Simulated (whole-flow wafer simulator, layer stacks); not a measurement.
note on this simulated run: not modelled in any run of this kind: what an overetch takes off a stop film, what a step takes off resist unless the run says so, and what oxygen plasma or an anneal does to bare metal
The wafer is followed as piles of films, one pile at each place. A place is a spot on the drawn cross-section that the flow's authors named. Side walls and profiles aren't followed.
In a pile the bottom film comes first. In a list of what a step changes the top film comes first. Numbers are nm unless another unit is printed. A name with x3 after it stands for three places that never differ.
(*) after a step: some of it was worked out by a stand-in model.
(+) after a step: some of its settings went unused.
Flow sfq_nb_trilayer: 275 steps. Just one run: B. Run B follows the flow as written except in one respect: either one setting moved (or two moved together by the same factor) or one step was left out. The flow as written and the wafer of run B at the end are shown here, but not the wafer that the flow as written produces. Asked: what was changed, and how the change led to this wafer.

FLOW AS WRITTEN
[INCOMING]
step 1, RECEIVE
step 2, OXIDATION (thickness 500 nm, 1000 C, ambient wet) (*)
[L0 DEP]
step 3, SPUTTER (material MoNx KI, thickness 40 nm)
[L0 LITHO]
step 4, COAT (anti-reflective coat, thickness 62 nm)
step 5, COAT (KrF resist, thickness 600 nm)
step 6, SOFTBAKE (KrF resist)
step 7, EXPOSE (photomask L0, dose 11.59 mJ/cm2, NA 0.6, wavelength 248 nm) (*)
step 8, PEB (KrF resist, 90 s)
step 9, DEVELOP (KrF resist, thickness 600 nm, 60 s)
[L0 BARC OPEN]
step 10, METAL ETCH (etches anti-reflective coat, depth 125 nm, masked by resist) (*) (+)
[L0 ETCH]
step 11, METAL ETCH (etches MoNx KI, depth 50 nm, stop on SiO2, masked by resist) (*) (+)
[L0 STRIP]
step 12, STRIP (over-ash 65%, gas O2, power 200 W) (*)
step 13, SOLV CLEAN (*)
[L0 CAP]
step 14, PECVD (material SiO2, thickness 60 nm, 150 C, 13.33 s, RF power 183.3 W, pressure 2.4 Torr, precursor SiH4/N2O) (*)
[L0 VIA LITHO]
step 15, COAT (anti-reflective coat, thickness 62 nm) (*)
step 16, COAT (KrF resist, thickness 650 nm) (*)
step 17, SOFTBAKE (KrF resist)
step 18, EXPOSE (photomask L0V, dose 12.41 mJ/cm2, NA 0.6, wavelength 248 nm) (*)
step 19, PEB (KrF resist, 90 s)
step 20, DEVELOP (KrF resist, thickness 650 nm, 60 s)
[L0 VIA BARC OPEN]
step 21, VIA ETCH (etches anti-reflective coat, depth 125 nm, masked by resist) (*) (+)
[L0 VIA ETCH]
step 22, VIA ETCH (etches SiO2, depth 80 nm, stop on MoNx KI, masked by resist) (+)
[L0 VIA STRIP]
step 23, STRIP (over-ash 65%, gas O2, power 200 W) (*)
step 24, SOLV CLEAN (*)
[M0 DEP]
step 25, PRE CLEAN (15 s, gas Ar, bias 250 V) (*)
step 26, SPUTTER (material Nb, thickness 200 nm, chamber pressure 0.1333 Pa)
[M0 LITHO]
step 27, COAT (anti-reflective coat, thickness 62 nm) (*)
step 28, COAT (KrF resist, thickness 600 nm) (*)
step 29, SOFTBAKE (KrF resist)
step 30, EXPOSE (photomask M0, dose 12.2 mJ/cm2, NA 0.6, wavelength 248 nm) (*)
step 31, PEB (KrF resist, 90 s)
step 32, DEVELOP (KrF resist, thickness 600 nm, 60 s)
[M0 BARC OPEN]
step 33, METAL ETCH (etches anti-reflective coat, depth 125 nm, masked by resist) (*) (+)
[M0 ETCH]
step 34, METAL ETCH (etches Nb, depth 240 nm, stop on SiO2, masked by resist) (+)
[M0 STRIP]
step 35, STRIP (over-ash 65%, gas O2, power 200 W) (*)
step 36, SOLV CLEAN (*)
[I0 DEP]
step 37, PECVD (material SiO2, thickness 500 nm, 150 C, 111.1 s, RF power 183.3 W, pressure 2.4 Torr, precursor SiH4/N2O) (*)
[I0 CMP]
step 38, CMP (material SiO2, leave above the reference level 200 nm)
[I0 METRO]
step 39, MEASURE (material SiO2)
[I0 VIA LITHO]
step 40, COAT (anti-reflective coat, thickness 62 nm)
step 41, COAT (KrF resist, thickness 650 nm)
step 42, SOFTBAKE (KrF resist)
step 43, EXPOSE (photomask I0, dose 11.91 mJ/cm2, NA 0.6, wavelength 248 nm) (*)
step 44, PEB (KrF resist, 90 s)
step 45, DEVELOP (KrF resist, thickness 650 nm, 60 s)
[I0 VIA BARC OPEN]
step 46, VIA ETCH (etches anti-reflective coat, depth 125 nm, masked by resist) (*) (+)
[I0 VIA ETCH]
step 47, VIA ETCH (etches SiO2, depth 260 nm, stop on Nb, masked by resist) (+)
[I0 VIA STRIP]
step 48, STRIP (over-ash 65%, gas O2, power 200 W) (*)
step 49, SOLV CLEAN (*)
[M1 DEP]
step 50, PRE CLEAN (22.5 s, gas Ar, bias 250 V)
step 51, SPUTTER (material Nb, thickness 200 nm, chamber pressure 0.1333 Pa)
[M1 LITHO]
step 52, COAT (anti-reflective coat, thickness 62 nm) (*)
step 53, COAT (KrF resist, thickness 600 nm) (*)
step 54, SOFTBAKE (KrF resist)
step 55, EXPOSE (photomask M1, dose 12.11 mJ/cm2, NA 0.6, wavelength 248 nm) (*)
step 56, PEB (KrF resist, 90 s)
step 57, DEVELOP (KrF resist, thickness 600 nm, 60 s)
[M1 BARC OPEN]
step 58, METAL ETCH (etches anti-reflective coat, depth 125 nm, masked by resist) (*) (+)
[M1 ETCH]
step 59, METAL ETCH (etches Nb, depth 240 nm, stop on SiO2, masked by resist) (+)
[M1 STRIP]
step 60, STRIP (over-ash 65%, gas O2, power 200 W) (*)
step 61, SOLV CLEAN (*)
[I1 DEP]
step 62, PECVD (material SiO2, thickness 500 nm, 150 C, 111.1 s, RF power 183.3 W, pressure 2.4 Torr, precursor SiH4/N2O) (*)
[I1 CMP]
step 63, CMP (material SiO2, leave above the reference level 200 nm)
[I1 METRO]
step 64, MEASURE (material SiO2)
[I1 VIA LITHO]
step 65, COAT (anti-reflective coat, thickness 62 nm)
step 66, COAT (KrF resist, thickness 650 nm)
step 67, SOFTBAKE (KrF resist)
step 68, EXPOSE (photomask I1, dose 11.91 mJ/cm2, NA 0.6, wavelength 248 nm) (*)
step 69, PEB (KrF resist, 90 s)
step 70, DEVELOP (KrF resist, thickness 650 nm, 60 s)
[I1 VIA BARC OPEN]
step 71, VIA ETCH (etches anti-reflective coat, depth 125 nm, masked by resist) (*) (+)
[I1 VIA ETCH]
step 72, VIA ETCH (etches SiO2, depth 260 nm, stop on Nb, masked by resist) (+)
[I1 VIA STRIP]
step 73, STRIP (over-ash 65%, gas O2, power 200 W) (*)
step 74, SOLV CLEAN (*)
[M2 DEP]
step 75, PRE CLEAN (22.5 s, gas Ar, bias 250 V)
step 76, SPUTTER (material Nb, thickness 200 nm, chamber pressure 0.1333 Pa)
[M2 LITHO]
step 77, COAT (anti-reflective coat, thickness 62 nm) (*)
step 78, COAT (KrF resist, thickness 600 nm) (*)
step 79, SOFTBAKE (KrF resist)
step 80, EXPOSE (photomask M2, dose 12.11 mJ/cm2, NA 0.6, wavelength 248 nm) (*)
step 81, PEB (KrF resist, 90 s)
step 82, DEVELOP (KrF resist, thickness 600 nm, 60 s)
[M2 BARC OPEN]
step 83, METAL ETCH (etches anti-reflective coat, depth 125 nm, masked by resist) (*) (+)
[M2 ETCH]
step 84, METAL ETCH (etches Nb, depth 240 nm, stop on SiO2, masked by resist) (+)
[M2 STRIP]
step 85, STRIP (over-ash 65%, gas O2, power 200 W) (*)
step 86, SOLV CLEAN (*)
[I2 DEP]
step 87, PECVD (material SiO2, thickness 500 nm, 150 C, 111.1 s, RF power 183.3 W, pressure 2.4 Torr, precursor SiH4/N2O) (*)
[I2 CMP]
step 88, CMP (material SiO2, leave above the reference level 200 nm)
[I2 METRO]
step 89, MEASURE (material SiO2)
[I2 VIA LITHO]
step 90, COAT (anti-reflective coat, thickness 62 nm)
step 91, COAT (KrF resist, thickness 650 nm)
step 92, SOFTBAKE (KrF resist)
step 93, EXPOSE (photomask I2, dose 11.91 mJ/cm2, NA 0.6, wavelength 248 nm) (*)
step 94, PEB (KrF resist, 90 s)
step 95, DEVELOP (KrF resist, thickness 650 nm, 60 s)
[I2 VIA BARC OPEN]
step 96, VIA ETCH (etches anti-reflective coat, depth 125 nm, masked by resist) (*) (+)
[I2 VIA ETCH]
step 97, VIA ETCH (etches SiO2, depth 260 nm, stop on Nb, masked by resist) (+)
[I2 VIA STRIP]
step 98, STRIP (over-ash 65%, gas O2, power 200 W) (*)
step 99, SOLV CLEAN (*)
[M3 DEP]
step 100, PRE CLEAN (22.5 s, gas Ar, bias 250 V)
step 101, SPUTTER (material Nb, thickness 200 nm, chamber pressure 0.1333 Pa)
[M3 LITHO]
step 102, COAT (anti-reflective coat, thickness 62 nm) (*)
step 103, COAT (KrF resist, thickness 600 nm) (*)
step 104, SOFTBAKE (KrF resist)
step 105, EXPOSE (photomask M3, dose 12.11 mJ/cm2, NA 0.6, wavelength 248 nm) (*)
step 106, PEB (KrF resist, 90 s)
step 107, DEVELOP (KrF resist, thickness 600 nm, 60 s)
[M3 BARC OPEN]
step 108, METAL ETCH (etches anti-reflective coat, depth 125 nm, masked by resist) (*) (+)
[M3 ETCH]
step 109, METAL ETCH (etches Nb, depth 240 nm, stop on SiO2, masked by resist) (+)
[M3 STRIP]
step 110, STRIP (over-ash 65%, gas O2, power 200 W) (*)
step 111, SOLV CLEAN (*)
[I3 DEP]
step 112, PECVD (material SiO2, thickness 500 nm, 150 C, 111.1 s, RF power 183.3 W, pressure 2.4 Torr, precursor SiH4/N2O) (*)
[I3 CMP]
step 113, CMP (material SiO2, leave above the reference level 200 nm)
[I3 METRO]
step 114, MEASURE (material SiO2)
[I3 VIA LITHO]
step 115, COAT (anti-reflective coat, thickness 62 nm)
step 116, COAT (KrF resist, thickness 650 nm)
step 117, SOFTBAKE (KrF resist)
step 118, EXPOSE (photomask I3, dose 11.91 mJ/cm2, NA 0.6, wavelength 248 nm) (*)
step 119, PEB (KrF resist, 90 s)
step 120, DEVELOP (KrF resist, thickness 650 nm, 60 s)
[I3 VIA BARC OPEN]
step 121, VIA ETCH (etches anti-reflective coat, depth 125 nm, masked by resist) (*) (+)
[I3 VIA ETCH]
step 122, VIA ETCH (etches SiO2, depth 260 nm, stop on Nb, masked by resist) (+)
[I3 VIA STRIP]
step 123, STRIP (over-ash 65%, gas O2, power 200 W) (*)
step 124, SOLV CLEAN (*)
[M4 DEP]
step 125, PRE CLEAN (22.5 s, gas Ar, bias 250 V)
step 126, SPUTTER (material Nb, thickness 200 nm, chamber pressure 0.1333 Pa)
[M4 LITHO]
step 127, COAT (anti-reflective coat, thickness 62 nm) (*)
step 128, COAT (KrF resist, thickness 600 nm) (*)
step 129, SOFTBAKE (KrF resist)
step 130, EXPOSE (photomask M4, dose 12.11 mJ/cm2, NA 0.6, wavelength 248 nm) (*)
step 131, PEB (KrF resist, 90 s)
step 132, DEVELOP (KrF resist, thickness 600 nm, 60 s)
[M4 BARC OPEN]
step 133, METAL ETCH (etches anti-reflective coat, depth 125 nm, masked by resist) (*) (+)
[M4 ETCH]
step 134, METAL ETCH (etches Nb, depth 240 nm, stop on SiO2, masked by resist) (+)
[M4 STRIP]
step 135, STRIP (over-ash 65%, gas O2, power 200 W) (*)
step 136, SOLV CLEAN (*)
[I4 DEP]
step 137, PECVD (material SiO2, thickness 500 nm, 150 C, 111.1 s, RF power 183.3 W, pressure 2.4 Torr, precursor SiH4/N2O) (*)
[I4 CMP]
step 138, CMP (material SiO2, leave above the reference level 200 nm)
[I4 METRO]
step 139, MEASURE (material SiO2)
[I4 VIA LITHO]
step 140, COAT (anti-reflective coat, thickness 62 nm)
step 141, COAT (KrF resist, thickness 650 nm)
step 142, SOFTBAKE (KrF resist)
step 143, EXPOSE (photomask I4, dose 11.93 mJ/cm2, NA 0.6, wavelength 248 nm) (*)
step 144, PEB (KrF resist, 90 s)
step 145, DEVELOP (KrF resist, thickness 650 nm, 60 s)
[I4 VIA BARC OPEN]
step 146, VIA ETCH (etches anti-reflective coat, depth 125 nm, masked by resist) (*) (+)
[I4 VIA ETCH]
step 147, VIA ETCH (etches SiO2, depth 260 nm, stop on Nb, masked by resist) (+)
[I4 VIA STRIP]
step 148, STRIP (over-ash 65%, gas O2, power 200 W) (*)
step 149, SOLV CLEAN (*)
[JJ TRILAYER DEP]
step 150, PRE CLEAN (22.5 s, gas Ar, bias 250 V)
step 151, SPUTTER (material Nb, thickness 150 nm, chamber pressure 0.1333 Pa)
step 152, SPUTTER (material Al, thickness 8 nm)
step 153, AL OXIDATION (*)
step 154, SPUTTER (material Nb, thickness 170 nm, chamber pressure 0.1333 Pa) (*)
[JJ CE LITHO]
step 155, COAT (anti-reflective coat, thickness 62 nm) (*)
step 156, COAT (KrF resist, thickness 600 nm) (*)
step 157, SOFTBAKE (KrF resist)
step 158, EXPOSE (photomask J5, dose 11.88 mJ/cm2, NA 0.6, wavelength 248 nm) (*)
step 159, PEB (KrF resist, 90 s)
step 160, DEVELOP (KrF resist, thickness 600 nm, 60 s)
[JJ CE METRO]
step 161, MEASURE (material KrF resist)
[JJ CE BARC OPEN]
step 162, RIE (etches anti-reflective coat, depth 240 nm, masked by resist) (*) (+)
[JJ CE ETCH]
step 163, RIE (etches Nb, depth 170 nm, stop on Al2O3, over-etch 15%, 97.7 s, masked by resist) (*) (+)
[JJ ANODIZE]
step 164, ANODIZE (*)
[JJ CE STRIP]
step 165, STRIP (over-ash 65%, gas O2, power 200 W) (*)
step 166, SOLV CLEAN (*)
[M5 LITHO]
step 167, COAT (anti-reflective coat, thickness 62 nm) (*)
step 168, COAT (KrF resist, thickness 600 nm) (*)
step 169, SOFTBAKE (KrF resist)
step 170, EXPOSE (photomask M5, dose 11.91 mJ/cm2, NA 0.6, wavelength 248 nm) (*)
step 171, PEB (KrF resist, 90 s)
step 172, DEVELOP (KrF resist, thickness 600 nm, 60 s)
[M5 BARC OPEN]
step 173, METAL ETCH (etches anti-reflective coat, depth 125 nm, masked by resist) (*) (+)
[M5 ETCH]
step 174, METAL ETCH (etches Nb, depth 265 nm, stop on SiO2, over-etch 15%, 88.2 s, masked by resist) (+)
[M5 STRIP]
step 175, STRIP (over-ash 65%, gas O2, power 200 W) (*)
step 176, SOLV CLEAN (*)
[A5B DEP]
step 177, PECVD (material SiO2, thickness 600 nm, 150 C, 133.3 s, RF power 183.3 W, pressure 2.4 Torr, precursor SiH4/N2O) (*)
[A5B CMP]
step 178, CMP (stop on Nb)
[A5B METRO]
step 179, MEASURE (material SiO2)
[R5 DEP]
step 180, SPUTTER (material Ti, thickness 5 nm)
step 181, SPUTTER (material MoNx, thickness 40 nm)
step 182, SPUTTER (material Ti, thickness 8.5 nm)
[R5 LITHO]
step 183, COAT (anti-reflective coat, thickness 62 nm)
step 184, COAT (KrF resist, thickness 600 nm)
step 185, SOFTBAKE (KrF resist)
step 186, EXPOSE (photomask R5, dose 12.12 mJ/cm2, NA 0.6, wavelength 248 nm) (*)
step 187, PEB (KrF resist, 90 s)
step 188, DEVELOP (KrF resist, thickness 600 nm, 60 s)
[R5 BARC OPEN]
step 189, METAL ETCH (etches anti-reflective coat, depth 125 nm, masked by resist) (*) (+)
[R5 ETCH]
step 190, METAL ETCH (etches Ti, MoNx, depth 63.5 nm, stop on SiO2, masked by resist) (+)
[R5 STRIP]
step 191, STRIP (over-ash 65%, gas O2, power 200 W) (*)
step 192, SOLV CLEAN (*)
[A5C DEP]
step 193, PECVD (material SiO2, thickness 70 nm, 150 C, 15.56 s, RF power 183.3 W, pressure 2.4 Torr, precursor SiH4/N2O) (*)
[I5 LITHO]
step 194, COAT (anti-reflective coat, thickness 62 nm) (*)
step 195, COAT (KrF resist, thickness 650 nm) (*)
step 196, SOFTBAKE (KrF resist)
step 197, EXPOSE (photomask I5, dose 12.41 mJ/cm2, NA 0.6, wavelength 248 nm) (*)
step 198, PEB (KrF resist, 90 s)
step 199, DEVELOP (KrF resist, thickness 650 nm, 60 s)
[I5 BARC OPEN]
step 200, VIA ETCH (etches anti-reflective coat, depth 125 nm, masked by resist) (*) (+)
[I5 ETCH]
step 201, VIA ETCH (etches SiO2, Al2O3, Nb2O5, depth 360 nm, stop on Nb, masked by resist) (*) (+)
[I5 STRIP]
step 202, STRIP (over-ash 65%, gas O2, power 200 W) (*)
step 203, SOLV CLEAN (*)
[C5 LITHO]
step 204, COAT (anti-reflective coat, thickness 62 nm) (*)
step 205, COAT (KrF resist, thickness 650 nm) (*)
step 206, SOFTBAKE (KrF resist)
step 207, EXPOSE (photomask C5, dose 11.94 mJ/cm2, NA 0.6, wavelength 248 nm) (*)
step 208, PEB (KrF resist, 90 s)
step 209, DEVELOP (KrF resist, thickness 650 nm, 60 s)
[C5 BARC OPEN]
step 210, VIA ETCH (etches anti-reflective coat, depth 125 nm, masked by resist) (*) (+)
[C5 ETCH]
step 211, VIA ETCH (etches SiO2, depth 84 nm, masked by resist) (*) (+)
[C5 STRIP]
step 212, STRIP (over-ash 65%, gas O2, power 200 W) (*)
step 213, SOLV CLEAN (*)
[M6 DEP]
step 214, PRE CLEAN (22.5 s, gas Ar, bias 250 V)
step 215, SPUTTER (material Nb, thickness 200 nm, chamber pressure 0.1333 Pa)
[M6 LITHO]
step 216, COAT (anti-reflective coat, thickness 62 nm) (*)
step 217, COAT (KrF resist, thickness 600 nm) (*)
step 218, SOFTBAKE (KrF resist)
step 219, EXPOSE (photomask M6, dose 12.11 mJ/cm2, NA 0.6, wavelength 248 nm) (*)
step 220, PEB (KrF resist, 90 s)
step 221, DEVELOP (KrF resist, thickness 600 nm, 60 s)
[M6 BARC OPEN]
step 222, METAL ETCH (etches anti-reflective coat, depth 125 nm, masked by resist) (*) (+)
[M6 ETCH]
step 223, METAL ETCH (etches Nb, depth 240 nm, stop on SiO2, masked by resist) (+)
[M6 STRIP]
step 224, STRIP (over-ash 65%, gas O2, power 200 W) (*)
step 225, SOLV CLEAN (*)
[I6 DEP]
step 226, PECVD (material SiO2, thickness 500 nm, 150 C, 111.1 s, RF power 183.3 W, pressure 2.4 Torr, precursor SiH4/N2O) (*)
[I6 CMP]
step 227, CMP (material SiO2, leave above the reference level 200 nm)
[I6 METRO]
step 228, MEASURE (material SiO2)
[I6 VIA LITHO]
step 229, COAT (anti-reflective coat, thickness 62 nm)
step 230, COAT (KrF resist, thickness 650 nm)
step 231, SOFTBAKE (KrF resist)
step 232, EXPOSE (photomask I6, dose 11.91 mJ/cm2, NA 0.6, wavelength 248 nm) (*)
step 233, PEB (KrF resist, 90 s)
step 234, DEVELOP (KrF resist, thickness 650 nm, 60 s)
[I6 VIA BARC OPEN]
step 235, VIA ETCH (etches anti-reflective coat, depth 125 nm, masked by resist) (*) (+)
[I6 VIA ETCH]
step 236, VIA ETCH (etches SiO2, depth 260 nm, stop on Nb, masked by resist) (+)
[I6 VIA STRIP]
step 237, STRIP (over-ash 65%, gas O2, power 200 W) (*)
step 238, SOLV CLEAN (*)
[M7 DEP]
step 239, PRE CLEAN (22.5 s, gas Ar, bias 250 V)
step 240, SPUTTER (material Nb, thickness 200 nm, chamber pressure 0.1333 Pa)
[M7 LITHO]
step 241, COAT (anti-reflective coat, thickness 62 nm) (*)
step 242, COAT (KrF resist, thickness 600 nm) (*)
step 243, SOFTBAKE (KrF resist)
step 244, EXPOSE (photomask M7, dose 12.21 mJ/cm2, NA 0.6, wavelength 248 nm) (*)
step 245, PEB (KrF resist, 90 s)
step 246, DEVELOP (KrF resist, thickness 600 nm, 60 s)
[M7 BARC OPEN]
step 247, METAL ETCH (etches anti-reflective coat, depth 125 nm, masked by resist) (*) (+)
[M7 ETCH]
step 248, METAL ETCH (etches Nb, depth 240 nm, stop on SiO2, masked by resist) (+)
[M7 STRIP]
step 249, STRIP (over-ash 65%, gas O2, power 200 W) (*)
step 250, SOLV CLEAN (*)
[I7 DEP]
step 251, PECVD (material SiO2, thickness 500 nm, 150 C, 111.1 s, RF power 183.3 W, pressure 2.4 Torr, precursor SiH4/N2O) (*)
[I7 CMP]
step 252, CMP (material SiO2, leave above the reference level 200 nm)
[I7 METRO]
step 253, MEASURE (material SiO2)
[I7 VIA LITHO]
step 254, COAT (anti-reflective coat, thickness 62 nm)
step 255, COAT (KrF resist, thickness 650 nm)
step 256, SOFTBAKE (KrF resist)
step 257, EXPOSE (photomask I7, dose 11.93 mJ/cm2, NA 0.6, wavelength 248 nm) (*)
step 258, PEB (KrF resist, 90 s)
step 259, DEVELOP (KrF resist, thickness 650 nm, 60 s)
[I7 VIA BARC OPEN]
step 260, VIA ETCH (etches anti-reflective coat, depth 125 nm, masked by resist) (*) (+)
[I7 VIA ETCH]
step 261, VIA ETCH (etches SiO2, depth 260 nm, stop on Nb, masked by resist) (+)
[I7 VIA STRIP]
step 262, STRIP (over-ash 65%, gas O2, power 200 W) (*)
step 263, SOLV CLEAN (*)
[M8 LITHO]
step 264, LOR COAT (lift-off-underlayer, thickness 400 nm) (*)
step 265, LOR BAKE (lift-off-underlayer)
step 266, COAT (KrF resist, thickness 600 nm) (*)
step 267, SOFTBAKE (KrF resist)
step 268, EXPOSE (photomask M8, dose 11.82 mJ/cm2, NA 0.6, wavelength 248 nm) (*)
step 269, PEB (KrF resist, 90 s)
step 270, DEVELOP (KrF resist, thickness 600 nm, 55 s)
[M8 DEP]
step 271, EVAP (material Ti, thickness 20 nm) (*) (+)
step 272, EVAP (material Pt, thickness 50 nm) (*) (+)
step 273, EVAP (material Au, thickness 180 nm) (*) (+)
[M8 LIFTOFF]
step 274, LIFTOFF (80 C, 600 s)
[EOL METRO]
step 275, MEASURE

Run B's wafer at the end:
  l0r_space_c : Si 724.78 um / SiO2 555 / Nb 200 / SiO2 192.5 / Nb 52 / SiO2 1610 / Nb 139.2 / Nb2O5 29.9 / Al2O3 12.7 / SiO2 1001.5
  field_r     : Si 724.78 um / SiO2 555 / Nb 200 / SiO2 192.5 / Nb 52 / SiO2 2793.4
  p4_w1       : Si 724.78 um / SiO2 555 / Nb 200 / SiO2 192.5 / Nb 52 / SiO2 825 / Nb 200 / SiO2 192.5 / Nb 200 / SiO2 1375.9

The reason: step 51, SPUTTER: thickness 292 nm was run, though the flow has thickness 200 nm.

Step by step, how the change led to this:
  step 51, SPUTTER (material Nb, thickness 200 nm, chamber pressure 0.1333 Pa)
      field_l, v_sur, via_wl and 102 more: +292 Nb (new film) (it would be, as written: +200 Nb (new film))
      via_w: +256.2 Nb (it would be, as written: +174.5 Nb)
  step 52, COAT (anti-reflective coat, thickness 62 nm) (*)
      via_wl: +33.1 anti-reflective coat (new film) (it would be, as written: +33.8 anti-reflective coat (new film))
      via_wr: +34.2 anti-reflective coat (new film) (it would be, as written: +34.9 anti-reflective coat (new film))
  step 59, METAL ETCH (etches Nb, depth 240 nm, stop on SiO2, masked by resist) (+)
      field_l, be, be_sur and 79 more: -240 Nb (it would be, as written: -200 Nb (all of it))
  step 60, STRIP (over-ash 65%, gas O2, power 200 W) (*)
      via_wl: -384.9 KrF resist (all of it), -33.1 anti-reflective coat (all of it) (it would be, as written: -385.5 KrF resist (all of it), -33.8 anti-reflective coat (all of it))
      via_wr: -383.9 KrF resist (all of it), -34.2 anti-reflective coat (all of it) (it would be, as written: -384.4 KrF resist (all of it), -34.9 anti-reflective coat (all of it))
  step 62, PECVD (material SiO2, thickness 500 nm, 150 C, 111.1 s, RF power 183.3 W, pressure 2.4 Torr, precursor SiH4/N2O) (*)
      field_l, be, be_sur and 72 more: +500 SiO2 (new film) (it would be, as written: +500 SiO2)
      lsp_m, ln_m6, lsp_r, l0_sur, l0v: +493.9 SiO2 (new film) (it would be, as written: +494.9 SiO2)
      (also at 3 further places)
  step 63, CMP (material SiO2, leave above the reference level 200 nm)
      field_l, be, be_sur and 72 more: -60 SiO2 (it would be, as written: -100 SiO2)
      lsp_m, ln_m6, lsp_r, l0_sur, l0v: -53.9 SiO2 (it would be, as written: -94.9 SiO2)
      (also at 1 further place)
Taking metal films that touch as one body, l0r_space_c has 3 bodies (between them, from the top down: SiO2 1610; SiO2 192.5); the flow as written gives 2 bodies (between them, from the top down: SiO2 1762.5).
Taking metal films that touch as one body, field_r has 2 bodies (between them, from the top down: SiO2 192.5); the flow as written gives 1 body.
Taking metal films that touch as one body, p4_w1 has 4 bodies (between them, from the top down: SiO2 192.5; SiO2 825; SiO2 192.5); the flow as written gives 3 bodies (between them, from the top down: SiO2 192.5; SiO2 977.5).
